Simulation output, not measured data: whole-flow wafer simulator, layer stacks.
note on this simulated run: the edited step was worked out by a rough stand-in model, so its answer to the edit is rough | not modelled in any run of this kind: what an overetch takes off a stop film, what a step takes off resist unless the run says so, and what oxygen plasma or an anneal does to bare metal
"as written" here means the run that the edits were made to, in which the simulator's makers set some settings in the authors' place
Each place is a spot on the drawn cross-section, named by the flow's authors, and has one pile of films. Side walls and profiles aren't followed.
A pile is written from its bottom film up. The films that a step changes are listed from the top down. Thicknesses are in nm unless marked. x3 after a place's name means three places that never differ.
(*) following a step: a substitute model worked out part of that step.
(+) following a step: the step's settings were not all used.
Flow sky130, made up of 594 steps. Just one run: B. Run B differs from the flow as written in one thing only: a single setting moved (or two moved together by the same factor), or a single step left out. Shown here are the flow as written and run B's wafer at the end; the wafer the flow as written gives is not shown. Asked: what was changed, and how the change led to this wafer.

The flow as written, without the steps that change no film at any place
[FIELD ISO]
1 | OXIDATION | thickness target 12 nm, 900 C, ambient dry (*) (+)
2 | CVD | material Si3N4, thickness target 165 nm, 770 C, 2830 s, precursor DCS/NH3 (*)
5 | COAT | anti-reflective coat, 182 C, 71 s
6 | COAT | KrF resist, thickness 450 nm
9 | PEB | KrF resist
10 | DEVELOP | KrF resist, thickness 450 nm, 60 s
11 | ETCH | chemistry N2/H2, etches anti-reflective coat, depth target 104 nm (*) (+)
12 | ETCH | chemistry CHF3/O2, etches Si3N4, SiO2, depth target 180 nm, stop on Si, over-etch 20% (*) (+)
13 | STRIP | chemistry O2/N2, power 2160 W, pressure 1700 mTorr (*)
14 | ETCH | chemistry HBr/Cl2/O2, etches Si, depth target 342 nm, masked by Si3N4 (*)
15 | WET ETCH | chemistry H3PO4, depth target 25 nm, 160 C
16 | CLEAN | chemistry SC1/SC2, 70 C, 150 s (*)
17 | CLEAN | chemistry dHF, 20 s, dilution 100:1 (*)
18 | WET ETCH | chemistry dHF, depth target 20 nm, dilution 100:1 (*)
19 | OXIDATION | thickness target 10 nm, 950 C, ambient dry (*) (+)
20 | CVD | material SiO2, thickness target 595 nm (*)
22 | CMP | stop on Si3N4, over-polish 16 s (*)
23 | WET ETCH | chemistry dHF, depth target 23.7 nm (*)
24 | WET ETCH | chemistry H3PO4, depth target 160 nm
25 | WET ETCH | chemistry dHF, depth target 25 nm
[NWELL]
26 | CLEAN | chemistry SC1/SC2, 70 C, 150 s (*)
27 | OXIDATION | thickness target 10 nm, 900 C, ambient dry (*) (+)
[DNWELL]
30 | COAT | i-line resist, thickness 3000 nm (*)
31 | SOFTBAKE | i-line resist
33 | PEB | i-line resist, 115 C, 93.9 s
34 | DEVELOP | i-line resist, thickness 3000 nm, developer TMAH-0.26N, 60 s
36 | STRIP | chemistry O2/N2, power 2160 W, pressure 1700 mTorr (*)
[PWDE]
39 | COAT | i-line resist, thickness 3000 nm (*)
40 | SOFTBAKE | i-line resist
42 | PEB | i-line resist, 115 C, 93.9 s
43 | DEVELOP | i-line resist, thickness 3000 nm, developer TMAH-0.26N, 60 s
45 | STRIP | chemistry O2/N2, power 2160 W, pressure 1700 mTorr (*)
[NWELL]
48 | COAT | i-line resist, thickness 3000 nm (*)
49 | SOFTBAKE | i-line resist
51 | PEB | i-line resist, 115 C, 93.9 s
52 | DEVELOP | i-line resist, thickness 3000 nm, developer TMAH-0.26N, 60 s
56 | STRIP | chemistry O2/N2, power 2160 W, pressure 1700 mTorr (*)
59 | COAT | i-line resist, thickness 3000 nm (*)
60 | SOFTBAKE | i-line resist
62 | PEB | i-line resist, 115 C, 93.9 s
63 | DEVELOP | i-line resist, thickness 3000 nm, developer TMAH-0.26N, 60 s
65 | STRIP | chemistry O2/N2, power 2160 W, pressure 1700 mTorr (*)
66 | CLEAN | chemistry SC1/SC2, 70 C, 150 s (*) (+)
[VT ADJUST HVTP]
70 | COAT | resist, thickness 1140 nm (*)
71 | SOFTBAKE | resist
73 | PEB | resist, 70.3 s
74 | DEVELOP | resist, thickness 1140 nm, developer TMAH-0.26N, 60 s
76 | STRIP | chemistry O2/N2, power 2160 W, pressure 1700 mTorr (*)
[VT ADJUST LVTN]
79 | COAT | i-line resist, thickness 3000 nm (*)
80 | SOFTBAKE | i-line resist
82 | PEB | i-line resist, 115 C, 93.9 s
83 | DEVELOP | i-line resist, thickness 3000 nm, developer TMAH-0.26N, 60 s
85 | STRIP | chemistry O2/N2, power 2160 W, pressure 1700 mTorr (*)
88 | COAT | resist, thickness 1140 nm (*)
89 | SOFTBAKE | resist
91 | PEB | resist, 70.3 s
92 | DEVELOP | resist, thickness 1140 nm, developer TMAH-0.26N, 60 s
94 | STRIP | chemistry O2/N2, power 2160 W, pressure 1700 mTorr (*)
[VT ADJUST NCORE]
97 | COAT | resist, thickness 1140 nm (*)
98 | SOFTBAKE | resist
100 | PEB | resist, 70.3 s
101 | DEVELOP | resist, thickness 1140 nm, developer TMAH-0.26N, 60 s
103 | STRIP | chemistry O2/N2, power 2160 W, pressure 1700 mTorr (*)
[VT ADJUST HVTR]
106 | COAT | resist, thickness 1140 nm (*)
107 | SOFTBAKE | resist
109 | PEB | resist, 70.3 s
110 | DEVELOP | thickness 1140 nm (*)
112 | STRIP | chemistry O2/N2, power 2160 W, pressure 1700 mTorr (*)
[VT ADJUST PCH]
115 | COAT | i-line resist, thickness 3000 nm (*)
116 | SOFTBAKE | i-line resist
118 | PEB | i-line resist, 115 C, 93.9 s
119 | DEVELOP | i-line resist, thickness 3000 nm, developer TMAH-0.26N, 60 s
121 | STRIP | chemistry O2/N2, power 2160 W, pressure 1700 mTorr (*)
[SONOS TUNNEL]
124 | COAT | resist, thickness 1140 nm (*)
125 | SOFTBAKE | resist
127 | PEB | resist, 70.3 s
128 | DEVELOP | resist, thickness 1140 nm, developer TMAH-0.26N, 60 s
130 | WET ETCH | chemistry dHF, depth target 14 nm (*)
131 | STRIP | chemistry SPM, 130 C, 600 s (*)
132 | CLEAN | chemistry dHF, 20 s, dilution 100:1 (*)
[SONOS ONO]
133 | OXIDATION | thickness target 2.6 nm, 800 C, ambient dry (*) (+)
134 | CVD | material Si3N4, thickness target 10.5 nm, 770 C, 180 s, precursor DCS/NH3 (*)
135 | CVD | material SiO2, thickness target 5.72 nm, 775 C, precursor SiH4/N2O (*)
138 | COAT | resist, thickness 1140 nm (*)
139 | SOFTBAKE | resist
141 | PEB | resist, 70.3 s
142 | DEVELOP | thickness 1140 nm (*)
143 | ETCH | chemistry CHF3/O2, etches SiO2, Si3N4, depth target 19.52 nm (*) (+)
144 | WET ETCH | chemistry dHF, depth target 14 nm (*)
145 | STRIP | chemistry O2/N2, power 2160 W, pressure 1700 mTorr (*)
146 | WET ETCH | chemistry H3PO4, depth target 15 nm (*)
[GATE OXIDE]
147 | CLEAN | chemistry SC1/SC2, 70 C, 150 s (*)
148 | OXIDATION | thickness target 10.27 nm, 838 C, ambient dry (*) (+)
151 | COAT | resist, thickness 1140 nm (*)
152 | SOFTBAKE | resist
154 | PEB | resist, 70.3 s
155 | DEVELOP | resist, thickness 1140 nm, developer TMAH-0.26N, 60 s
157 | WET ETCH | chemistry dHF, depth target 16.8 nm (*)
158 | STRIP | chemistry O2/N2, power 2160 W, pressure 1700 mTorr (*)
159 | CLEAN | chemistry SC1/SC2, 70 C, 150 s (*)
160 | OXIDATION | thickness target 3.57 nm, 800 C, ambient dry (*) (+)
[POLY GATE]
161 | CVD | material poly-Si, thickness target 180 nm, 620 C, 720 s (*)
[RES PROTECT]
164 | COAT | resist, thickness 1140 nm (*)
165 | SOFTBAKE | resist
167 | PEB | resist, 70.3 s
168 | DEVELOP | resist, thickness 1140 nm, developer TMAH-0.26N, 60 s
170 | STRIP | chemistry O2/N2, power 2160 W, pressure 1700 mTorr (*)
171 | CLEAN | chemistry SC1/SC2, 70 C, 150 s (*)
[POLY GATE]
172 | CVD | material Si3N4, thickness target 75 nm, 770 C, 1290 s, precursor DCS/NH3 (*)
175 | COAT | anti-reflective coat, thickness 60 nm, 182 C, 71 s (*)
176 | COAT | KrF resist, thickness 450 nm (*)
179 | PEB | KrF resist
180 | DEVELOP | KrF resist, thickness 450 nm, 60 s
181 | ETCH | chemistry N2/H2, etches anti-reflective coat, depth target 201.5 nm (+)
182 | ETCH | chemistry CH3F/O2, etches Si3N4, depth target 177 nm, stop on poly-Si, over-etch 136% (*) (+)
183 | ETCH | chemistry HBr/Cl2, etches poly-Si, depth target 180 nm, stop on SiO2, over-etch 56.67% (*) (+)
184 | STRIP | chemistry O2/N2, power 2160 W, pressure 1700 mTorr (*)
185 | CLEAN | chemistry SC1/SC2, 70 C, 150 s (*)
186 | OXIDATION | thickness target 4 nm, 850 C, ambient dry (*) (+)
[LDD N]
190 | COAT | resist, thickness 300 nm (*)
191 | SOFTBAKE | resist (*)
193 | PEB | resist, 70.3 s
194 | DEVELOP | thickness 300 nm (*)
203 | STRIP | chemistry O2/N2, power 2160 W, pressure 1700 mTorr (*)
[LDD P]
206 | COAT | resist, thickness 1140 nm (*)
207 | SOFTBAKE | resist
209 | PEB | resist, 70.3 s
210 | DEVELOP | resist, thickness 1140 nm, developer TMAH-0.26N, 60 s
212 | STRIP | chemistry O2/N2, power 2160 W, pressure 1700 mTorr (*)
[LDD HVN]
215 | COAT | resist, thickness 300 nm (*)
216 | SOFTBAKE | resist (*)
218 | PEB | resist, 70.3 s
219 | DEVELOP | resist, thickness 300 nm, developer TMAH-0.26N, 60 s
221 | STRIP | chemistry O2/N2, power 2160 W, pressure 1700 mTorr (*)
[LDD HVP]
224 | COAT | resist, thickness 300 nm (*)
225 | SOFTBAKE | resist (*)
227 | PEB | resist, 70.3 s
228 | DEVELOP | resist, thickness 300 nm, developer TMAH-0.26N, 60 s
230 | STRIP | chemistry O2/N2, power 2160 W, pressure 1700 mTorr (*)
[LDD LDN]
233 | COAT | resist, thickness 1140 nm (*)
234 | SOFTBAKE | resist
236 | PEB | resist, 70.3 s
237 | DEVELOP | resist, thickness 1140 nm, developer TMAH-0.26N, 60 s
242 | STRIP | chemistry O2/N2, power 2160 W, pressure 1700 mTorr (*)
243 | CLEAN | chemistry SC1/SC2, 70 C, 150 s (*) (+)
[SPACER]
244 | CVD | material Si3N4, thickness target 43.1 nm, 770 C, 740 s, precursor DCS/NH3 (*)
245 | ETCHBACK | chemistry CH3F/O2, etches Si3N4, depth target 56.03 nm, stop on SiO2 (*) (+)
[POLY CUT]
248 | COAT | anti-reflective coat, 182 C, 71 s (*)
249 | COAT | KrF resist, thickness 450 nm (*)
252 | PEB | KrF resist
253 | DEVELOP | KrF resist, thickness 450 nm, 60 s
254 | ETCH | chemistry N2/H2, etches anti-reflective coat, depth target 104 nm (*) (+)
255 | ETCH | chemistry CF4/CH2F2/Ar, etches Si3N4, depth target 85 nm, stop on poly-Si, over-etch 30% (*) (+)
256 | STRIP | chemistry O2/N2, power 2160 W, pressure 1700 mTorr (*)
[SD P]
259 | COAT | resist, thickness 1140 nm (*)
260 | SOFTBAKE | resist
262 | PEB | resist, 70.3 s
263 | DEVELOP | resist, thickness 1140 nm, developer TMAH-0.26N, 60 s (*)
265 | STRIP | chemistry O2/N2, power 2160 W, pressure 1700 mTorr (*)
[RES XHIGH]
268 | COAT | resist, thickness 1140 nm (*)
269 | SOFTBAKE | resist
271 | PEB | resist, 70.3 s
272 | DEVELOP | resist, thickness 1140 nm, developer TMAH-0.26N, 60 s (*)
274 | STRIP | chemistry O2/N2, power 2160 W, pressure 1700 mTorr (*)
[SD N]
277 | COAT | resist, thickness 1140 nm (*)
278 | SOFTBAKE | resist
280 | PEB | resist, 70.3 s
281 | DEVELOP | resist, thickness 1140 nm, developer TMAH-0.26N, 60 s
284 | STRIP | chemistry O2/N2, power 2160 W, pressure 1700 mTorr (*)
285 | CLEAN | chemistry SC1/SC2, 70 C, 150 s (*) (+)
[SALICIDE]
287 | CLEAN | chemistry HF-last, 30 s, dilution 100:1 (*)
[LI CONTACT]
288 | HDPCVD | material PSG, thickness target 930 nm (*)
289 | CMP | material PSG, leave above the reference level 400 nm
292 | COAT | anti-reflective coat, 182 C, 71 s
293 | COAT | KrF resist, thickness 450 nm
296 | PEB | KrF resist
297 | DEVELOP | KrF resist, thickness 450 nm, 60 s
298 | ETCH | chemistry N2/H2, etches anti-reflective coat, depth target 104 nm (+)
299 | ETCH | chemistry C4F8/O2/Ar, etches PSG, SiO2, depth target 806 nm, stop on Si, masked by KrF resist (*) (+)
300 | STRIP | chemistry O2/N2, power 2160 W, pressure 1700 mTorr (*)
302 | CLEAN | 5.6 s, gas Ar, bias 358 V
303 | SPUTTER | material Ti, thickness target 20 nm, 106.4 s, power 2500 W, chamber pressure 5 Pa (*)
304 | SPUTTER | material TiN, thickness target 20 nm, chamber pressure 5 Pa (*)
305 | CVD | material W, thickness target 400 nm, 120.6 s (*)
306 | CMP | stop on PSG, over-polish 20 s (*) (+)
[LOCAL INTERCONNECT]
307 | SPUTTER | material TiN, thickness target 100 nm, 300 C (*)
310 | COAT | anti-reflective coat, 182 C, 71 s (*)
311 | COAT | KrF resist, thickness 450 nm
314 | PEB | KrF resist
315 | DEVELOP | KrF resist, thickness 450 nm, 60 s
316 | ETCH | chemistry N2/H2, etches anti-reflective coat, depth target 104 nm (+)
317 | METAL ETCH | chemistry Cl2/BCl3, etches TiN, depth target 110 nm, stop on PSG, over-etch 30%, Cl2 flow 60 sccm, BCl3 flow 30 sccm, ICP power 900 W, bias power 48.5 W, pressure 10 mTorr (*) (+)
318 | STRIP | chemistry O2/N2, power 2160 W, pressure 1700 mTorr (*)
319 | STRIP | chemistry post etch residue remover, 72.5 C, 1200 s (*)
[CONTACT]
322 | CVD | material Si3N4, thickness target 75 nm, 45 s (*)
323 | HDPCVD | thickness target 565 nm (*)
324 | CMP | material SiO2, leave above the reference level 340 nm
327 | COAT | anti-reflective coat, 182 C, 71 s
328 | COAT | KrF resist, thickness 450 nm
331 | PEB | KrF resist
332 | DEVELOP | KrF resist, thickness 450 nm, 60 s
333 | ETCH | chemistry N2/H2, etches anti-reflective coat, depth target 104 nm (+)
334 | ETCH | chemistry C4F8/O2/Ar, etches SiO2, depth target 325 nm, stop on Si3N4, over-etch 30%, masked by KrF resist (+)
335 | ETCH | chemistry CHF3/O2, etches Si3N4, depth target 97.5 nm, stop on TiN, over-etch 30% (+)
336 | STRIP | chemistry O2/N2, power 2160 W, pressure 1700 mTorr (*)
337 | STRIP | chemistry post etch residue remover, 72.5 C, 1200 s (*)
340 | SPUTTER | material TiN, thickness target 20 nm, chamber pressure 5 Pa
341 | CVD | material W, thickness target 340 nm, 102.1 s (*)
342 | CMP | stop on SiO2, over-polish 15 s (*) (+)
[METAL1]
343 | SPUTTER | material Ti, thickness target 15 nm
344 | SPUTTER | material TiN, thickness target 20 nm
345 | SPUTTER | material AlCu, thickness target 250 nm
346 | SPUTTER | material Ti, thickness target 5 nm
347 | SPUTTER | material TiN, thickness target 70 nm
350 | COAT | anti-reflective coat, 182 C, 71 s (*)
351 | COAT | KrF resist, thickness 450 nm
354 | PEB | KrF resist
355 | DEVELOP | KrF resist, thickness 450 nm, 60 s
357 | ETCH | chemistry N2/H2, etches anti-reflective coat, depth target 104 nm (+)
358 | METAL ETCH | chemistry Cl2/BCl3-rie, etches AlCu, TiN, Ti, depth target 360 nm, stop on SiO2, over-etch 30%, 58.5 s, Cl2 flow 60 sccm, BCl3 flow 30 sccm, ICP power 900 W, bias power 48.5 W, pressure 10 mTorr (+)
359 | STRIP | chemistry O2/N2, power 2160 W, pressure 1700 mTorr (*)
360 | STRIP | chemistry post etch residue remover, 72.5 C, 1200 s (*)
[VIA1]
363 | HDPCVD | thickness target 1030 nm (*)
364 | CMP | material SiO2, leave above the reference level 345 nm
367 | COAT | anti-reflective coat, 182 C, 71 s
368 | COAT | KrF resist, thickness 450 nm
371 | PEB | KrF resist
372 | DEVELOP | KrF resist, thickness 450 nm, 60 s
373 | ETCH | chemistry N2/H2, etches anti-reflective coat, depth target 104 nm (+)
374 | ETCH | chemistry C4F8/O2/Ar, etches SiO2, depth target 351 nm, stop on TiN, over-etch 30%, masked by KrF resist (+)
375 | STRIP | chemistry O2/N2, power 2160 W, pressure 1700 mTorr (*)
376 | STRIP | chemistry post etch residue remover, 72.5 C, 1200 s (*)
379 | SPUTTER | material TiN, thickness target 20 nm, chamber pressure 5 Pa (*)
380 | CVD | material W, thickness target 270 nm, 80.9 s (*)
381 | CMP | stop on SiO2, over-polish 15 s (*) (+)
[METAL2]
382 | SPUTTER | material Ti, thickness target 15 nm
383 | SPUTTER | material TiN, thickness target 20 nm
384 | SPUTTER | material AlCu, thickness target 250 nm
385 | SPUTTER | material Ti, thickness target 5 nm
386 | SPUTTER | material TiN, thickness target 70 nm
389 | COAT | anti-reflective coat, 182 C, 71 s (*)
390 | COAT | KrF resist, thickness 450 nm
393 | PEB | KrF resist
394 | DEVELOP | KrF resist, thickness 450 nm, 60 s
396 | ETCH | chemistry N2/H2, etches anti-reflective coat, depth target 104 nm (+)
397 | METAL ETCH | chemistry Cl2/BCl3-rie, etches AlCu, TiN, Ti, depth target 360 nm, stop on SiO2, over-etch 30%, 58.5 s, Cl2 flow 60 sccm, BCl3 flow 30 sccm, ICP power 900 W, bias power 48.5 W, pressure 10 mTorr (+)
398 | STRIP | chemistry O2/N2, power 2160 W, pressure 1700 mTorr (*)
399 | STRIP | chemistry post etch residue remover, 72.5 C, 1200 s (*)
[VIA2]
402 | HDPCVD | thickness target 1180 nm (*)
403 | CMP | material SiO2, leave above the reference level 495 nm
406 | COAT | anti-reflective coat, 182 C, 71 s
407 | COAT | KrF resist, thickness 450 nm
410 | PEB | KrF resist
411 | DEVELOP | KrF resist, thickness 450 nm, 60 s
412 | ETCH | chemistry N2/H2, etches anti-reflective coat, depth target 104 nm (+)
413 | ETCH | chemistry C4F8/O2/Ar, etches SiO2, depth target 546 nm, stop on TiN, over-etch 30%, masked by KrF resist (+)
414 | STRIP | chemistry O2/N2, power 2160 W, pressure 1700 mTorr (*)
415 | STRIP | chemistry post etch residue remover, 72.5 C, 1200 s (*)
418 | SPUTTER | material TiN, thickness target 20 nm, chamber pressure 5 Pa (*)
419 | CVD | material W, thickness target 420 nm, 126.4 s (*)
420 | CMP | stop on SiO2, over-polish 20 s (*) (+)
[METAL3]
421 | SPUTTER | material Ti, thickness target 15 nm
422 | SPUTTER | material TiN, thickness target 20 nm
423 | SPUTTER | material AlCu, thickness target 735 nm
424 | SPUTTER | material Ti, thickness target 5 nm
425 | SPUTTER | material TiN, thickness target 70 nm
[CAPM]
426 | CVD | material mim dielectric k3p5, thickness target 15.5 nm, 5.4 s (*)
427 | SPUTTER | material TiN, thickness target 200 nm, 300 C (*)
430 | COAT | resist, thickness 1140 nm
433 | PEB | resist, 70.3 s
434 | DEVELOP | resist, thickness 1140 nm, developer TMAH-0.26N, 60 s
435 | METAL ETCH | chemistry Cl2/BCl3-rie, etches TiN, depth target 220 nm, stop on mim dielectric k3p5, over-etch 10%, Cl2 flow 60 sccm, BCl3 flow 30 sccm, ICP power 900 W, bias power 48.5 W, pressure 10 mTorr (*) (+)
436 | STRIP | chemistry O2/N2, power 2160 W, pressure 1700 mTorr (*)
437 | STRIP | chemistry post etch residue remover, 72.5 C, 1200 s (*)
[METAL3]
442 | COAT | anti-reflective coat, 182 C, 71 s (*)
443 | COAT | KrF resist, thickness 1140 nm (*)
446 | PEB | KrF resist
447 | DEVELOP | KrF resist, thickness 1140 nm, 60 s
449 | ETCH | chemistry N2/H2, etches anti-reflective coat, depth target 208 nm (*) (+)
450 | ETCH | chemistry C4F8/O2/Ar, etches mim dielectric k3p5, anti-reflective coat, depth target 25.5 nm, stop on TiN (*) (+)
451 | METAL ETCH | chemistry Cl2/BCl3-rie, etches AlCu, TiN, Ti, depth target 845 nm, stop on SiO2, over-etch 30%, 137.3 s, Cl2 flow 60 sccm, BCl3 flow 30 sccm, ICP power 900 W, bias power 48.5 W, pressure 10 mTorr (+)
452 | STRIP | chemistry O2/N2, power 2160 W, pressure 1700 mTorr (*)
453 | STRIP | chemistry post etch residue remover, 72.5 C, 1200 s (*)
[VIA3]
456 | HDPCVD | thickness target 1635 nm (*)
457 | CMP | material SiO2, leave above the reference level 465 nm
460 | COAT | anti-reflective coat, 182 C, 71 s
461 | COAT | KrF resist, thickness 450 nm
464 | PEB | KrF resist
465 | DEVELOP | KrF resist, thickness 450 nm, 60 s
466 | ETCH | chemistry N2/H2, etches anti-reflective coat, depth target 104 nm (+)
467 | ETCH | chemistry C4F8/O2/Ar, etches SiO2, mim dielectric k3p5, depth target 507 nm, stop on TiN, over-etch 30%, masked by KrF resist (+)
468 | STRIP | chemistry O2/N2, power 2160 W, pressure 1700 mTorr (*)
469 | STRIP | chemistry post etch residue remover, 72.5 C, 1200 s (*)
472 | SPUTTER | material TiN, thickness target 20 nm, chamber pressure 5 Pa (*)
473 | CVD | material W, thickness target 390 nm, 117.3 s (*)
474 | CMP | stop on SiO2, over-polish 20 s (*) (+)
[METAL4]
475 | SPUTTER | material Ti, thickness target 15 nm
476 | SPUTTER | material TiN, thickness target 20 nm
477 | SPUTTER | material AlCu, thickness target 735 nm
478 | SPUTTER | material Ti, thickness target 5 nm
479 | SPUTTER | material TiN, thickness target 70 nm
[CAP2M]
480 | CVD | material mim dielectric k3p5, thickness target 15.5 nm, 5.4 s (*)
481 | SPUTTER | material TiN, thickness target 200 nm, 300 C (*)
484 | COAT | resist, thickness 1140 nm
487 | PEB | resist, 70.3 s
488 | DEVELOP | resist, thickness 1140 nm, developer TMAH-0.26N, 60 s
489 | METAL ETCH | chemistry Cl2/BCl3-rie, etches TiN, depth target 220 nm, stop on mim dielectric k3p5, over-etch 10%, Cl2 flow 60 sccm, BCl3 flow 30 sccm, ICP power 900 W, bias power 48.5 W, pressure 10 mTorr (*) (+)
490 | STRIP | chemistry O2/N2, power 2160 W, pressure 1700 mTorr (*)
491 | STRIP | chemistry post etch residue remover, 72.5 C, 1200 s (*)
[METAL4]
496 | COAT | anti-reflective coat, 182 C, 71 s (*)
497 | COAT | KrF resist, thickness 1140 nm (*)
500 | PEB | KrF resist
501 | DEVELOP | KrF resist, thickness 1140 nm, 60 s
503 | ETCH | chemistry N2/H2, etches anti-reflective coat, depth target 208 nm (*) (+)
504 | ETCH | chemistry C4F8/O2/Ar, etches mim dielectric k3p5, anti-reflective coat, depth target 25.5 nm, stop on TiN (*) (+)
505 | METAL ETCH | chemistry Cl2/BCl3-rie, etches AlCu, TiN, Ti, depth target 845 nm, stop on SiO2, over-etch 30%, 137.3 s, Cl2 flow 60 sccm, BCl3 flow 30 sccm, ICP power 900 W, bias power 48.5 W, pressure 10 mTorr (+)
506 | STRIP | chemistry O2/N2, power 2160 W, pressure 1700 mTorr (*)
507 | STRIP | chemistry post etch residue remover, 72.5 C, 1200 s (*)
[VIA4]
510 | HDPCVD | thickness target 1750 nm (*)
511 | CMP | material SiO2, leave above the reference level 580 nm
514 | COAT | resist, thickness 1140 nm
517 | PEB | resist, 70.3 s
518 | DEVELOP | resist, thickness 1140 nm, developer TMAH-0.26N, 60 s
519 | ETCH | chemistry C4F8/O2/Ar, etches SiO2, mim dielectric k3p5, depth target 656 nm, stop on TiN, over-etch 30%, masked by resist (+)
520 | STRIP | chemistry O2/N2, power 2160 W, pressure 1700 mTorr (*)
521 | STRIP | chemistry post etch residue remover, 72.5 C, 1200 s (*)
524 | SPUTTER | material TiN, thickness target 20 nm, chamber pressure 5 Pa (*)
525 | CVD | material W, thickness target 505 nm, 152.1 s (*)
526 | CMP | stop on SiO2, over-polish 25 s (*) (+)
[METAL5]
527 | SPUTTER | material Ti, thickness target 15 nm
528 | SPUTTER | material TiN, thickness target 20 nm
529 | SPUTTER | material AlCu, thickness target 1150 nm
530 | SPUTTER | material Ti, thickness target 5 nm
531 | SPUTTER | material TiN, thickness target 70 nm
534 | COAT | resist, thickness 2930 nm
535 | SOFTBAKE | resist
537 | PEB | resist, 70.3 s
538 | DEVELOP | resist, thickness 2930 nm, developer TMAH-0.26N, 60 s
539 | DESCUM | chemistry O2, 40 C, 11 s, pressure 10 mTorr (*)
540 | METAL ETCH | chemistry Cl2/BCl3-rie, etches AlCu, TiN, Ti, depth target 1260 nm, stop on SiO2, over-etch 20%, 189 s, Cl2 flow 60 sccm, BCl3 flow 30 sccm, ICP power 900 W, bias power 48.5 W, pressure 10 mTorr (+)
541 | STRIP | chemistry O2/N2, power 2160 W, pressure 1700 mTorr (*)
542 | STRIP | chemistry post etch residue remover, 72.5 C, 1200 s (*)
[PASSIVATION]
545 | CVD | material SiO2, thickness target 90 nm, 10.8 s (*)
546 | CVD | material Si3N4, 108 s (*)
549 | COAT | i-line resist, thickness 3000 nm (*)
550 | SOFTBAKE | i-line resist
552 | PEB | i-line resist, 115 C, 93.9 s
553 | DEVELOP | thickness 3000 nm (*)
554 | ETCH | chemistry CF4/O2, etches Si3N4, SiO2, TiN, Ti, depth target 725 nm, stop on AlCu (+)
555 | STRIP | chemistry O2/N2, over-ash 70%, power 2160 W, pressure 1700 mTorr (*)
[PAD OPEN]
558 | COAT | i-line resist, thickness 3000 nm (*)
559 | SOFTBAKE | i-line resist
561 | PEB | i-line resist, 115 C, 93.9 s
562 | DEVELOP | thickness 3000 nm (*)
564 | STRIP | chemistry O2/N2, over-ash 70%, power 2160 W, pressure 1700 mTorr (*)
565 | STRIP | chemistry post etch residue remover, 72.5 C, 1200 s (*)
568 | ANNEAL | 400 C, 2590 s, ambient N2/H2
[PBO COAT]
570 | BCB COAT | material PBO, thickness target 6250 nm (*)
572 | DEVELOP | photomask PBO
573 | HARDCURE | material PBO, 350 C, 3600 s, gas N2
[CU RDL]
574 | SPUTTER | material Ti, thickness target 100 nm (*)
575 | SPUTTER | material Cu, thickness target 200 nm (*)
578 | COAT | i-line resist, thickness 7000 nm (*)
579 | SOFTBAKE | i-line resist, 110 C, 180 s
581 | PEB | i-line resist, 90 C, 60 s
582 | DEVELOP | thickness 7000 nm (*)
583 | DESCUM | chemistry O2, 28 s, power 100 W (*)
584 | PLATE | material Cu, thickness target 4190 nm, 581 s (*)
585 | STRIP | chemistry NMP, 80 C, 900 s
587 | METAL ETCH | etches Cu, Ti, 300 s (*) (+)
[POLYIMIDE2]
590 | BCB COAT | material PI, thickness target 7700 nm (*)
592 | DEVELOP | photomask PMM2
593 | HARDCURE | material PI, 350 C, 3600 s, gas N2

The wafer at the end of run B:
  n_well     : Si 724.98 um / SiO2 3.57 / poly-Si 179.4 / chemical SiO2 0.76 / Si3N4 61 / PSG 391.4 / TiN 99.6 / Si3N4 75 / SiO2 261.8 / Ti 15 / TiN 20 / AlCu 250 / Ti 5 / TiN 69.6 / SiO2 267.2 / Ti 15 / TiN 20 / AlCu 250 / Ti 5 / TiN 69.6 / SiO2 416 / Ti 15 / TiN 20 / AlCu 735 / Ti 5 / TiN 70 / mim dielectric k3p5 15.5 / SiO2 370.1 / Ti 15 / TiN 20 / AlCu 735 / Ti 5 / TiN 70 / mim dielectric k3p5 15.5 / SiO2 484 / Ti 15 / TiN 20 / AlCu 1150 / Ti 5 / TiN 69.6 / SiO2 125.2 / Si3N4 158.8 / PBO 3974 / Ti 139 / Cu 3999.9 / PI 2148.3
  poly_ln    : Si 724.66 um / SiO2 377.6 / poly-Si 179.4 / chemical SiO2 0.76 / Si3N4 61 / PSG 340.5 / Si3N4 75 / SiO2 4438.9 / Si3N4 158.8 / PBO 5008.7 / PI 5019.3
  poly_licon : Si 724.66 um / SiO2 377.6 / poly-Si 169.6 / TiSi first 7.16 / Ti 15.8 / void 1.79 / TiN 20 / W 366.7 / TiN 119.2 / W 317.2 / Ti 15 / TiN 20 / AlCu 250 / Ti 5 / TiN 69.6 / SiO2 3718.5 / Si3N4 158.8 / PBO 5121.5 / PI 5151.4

What caused this: step 574, SPUTTER: thickness target 139 nm was run, whereas the flow has thickness target 100 nm.
The wafer itself shows it: n_well has Ti 139, and step 574 as written asks for 100 nm.

The path from the change to this, step by step:
  574 | SPUTTER | material Ti, thickness target 100 nm (*)
      field, active, n_well and 190 more: +139 Ti (new film) (as written it would have been: +100 Ti (new film))
  587 | METAL ETCH | etches Cu, Ti, 300 s (*) (+)
      field, active, gate and 167 more: -200 Cu (all of it), -139 Ti (all of it) (as written it would have been: -200 Cu (all of it), -100 Ti (all of it))
  590 | BCB COAT | material PI, thickness target 7700 nm (*)
      de16_gate_nw: +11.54 um PI (new film) (as written it would have been: +11.5 um PI (new film))
